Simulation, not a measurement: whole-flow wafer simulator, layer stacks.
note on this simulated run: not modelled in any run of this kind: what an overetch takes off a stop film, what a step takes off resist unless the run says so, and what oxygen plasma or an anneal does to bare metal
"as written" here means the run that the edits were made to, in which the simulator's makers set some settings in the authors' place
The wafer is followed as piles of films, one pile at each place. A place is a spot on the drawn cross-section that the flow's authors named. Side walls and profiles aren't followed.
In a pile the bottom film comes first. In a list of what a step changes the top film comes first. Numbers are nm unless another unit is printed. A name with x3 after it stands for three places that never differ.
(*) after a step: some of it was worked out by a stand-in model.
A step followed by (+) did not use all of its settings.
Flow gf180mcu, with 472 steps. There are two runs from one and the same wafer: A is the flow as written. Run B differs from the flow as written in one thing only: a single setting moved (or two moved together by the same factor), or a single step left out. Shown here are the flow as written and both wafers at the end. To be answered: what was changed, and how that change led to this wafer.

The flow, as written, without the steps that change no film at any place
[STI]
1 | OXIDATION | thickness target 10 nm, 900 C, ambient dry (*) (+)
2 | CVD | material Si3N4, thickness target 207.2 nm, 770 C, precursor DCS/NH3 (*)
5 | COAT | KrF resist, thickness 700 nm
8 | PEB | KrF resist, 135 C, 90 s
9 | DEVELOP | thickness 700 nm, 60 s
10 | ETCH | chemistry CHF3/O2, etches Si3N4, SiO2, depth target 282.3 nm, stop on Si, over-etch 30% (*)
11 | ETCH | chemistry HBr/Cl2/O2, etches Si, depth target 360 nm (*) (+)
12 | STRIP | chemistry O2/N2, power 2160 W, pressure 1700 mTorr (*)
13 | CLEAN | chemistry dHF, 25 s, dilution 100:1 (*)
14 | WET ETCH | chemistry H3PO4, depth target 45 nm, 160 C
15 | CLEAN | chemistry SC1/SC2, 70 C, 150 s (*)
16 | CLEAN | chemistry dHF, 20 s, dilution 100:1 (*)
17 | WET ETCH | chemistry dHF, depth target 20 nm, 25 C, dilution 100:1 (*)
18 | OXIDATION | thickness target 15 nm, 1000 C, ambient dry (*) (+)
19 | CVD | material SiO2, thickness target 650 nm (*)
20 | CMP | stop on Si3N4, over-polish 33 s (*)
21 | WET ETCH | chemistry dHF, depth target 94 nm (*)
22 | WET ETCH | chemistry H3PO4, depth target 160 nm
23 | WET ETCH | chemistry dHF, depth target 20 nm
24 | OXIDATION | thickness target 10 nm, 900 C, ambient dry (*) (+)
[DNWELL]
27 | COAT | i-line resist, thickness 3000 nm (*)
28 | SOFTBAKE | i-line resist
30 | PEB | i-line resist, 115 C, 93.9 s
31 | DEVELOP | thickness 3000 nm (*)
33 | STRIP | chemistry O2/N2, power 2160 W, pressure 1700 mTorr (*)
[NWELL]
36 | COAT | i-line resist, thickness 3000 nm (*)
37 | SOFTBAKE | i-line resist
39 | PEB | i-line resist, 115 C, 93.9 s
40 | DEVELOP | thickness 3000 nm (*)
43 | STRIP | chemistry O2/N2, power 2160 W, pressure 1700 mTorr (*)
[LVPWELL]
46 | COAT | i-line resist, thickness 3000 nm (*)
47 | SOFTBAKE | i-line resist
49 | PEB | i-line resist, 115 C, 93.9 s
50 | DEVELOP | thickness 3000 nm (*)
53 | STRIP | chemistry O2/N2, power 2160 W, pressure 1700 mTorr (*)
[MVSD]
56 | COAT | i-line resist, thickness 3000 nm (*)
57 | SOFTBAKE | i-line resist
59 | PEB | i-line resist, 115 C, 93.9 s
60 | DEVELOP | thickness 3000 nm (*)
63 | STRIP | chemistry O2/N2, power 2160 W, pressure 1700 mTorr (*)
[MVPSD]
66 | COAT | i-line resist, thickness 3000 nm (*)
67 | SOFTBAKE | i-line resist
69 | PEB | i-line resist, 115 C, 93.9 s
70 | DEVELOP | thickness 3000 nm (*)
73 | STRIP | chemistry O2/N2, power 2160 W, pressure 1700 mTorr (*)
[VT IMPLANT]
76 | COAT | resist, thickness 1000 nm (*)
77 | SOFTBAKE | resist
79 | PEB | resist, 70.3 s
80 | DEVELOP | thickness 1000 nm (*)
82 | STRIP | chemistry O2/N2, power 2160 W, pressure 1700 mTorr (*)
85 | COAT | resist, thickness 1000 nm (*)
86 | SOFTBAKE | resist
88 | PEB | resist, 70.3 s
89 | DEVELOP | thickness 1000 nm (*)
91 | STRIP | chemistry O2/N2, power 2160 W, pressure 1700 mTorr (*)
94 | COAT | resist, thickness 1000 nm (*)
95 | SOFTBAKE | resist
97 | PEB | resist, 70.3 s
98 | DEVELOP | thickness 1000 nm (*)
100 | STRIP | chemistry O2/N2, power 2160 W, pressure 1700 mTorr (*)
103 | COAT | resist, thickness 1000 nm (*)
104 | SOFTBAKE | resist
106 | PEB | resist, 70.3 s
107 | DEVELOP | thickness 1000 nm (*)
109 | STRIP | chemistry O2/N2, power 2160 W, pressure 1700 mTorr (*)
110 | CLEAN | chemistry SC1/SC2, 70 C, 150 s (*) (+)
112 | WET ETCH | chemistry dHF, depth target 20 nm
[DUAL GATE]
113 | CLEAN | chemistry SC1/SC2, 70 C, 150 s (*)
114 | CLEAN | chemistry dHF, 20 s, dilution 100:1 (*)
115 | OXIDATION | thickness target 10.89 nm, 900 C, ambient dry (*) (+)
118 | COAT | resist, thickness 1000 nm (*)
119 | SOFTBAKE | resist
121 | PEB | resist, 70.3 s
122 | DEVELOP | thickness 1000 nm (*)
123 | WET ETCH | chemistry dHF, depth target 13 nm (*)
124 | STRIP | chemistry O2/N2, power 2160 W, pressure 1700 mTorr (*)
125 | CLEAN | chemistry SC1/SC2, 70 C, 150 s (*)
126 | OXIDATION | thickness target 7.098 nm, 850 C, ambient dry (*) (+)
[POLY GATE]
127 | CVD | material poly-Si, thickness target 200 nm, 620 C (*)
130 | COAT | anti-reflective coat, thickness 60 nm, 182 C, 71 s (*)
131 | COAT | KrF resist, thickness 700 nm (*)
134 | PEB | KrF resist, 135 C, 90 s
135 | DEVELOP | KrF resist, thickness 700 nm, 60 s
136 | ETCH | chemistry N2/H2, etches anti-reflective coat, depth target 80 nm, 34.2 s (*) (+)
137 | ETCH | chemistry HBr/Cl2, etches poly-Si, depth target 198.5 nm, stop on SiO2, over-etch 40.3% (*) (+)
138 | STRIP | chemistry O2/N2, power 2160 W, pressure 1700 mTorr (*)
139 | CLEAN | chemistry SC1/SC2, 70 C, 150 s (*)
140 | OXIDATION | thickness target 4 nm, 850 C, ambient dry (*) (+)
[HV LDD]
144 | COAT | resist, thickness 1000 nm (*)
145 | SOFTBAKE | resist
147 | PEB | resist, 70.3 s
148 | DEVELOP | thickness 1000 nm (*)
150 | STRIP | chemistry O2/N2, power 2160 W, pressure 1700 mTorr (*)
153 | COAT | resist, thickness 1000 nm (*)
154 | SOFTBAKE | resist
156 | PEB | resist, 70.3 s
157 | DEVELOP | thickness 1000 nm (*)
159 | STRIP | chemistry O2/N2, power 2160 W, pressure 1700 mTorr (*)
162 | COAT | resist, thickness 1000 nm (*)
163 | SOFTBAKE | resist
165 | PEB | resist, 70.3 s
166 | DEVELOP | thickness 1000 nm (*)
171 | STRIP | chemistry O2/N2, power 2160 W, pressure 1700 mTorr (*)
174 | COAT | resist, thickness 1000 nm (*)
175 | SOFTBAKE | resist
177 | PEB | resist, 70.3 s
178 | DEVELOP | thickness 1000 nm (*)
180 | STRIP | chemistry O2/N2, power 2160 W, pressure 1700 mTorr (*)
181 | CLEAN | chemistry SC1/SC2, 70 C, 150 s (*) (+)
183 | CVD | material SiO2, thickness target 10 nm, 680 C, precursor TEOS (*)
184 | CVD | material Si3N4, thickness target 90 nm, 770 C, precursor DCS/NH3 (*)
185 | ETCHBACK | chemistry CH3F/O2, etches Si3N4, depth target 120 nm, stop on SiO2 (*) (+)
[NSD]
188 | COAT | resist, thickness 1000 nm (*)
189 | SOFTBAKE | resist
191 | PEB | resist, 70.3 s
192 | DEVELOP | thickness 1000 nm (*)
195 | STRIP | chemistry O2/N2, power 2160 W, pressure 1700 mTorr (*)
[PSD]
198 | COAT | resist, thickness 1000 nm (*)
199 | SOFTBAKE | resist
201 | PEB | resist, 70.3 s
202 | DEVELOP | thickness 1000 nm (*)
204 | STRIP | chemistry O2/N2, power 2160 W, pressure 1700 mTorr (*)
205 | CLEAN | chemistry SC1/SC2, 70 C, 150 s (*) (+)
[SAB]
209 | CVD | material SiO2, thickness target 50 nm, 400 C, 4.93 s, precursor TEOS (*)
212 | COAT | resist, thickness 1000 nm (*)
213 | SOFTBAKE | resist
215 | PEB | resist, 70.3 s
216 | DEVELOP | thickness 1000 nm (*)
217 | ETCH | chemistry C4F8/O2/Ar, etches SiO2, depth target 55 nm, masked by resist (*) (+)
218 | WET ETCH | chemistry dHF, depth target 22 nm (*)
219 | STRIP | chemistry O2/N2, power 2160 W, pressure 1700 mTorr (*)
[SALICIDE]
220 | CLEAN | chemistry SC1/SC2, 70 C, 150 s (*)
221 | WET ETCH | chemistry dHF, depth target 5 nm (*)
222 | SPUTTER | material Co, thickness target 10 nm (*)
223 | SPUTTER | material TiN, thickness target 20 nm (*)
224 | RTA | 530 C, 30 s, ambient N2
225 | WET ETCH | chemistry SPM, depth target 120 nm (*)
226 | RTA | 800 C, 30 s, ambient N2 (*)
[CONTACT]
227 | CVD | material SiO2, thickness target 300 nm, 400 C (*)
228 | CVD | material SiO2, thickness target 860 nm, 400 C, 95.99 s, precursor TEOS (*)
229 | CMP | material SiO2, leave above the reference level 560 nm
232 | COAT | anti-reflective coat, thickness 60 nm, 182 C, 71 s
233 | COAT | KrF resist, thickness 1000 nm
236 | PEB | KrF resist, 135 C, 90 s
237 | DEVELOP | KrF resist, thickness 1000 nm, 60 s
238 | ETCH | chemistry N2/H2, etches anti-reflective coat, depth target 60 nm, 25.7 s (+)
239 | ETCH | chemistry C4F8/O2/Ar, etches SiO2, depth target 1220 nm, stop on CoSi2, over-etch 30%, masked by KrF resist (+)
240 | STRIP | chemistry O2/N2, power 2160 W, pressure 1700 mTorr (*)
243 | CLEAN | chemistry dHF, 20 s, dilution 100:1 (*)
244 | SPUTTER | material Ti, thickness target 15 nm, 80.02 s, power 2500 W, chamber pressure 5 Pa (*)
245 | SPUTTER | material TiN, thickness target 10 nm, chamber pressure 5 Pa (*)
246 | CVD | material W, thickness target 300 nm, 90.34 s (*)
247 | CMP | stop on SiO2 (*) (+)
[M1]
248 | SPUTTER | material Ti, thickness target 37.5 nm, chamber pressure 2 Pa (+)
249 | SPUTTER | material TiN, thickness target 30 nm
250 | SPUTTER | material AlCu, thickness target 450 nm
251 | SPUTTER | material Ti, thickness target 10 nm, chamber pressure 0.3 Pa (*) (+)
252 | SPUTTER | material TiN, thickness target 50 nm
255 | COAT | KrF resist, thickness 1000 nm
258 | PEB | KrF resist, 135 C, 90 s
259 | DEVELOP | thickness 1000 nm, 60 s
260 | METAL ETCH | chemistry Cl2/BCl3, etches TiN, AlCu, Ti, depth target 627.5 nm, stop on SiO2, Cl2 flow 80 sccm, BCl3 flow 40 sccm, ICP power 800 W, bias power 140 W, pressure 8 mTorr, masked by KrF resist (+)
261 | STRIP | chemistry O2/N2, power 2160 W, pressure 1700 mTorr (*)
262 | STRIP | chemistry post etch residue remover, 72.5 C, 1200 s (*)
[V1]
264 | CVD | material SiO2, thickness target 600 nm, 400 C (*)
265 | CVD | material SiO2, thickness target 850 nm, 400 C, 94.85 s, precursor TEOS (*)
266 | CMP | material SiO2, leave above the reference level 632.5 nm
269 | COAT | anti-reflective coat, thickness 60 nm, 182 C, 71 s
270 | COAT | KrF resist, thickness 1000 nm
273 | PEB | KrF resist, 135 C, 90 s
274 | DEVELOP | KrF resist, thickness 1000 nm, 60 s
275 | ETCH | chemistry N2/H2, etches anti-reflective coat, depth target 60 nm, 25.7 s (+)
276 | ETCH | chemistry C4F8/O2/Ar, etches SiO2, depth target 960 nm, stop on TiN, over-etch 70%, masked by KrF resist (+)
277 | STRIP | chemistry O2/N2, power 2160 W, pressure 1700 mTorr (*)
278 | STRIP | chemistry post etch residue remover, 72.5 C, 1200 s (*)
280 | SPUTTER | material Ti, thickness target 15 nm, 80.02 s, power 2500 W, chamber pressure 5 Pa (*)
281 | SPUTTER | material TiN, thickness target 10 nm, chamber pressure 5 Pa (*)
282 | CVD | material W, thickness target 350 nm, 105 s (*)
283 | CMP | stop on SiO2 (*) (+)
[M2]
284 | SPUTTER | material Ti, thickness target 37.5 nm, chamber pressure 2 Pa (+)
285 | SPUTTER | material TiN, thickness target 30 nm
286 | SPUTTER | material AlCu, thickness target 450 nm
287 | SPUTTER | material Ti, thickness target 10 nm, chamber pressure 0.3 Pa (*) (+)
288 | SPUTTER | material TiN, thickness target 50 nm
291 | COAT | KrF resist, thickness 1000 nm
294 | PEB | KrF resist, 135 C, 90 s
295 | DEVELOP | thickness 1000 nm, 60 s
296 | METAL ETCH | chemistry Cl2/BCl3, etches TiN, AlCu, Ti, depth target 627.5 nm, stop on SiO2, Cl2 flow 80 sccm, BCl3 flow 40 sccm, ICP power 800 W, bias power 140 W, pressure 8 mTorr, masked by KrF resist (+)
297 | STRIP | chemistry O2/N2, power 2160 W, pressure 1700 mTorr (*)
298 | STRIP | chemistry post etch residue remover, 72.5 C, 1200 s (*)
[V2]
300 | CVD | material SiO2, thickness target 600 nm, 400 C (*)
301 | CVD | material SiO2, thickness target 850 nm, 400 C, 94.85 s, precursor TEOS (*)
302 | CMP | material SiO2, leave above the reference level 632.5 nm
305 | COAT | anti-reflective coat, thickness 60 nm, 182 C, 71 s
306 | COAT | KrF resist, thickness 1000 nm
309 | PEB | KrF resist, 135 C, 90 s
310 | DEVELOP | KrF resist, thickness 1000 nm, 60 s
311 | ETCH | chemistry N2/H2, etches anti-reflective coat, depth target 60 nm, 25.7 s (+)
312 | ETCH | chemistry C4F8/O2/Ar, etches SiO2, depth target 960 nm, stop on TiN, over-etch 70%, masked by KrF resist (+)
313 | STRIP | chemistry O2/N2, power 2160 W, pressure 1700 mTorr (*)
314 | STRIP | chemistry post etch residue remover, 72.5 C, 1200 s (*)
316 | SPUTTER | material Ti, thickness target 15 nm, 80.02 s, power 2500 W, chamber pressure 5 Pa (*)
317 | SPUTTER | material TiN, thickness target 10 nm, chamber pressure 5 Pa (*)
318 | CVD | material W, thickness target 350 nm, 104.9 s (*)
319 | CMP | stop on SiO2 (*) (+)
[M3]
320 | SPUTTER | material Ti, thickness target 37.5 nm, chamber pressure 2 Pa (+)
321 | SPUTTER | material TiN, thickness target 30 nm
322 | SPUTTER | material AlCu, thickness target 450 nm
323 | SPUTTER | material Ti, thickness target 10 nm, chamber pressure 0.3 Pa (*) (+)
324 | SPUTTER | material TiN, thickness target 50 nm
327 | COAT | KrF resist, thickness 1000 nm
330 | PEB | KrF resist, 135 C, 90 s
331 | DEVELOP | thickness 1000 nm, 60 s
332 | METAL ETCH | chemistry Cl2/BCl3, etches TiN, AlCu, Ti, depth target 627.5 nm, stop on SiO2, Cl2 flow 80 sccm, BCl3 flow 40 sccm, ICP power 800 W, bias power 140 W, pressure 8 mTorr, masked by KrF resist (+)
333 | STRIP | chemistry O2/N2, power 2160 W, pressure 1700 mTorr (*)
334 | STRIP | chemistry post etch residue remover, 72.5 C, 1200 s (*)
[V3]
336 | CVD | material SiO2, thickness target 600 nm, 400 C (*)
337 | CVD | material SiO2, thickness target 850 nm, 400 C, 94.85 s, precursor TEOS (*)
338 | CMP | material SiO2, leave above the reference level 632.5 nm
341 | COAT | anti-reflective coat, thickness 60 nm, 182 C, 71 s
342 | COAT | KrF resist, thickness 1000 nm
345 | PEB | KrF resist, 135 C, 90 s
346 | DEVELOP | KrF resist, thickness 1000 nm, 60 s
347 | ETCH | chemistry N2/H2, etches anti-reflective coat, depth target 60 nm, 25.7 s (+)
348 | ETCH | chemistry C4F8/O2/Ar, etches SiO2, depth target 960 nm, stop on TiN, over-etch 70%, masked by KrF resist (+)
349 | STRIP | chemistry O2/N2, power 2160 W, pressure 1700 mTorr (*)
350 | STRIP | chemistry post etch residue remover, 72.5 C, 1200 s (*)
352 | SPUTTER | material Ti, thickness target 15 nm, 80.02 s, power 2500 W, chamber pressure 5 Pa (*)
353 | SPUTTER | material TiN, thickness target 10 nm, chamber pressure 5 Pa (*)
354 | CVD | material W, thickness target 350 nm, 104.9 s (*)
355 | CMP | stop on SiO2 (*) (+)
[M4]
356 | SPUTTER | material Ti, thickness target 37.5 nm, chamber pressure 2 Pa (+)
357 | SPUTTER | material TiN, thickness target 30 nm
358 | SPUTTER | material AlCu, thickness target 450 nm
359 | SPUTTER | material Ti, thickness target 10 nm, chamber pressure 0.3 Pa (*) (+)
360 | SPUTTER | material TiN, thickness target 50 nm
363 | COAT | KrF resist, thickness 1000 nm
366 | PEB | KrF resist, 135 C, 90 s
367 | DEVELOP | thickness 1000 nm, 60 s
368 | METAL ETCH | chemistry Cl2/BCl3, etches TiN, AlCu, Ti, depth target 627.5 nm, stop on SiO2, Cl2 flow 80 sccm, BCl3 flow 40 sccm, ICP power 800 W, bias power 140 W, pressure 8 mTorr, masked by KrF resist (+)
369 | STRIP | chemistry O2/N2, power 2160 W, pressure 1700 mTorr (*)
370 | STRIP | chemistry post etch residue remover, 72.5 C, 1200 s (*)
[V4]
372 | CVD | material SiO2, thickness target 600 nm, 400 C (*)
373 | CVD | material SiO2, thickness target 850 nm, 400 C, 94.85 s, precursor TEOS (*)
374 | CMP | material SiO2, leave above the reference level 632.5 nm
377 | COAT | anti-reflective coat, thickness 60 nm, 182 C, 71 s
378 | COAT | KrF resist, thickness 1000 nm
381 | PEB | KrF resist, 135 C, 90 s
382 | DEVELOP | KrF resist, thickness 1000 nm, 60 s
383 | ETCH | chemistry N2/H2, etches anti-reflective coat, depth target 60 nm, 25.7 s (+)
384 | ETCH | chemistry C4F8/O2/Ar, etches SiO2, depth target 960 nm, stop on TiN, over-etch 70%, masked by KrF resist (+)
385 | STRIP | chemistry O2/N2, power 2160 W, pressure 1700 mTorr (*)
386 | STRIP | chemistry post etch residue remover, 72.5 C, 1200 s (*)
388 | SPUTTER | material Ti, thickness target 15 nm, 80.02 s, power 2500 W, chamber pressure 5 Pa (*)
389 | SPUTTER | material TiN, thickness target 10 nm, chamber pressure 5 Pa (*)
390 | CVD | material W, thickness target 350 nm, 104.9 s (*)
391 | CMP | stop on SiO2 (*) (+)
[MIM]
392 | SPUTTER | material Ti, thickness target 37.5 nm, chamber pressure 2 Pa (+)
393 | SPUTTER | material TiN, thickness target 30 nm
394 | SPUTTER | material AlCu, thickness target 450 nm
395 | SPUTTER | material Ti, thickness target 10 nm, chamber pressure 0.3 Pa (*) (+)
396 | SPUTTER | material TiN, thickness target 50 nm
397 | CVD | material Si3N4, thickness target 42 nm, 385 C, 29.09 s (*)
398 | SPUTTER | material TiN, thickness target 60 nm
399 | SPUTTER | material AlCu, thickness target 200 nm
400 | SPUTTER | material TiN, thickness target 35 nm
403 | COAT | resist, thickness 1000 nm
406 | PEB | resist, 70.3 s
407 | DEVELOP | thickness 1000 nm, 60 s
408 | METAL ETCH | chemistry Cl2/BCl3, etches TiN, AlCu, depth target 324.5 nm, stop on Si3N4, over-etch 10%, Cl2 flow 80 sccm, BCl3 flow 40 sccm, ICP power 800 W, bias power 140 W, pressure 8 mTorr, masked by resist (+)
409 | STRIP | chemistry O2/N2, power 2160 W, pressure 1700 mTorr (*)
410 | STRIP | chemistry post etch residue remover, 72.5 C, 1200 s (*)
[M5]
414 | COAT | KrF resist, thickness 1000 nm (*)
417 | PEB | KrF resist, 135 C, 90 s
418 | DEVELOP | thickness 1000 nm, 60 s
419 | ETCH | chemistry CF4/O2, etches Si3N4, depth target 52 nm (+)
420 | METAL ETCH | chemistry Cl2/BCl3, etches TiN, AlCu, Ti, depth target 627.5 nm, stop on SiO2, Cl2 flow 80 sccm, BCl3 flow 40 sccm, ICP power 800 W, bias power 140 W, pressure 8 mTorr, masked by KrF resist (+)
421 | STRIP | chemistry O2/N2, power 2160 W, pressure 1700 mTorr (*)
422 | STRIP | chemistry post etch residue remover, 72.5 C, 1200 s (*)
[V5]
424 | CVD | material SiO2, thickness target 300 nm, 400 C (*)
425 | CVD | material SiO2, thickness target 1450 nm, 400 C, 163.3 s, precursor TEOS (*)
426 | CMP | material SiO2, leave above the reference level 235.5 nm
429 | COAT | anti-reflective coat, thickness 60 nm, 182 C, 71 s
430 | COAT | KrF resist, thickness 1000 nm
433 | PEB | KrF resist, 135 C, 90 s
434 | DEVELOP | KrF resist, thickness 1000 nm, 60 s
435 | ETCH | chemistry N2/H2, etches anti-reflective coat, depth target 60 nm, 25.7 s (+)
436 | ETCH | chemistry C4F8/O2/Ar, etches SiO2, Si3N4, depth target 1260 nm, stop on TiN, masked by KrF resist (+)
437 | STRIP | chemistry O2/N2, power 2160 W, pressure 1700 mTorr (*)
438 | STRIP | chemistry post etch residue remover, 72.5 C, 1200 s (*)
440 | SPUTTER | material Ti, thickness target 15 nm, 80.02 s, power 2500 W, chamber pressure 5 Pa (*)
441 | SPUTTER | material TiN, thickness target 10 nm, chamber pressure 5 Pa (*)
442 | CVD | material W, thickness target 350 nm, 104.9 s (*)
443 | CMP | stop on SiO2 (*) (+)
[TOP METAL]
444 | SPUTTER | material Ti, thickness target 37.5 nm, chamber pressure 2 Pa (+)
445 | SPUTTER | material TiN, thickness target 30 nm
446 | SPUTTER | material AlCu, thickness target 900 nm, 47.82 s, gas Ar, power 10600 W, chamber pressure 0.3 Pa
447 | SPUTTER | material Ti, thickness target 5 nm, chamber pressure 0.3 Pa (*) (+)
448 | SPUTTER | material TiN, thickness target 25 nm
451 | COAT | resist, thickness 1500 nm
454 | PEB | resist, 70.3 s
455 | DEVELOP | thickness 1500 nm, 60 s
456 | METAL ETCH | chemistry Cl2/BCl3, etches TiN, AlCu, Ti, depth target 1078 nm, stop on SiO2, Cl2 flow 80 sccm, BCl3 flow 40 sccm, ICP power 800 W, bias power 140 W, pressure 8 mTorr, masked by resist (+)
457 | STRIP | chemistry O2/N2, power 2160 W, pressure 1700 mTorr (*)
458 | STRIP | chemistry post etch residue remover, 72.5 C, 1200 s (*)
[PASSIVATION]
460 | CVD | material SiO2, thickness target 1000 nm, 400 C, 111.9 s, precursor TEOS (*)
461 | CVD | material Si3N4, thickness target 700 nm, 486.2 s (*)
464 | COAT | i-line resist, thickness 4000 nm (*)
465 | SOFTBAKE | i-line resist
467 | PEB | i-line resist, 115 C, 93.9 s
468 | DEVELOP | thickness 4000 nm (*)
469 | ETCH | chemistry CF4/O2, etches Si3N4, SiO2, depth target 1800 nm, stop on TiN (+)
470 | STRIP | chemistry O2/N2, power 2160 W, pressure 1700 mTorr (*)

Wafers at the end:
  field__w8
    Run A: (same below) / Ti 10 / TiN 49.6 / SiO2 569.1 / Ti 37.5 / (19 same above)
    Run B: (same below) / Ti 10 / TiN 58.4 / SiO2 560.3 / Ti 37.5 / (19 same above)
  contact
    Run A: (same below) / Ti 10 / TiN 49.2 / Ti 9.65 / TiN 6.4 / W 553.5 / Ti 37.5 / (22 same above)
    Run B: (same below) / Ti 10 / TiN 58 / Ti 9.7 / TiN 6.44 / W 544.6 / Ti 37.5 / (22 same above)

The reason: step 324, SPUTTER: thickness target 58.8 nm was run, whereas the flow has thickness target 50 nm.

The path from the change to this, step by step:
  324 | SPUTTER | material TiN, thickness target 50 nm
      field, field__w1, field__w2 and 108 more: A TiN gains 50 (new film) | B TiN gains 58.8 (new film)
  332 | METAL ETCH | chemistry Cl2/BCl3, etches TiN, AlCu, Ti, depth target 627.5 nm, stop on SiO2, Cl2 flow 80 sccm, BCl3 flow 40 sccm, ICP power 800 W, bias power 140 W, pressure 8 mTorr, masked by KrF resist (+)
      field, field__w1, field__w2 and 103 more: A TiN loses 50 (all of it), Ti loses 10 (all of it), AlCu loses 450 (all of it), TiN loses 30 (all of it), Ti loses 37.5 (all of it) | B TiN loses 58.8 (all of it), Ti loses 10 (all of it), AlCu loses 450 (all of it), TiN loses 30 (all of it), Ti loses 37.5 (all of it)
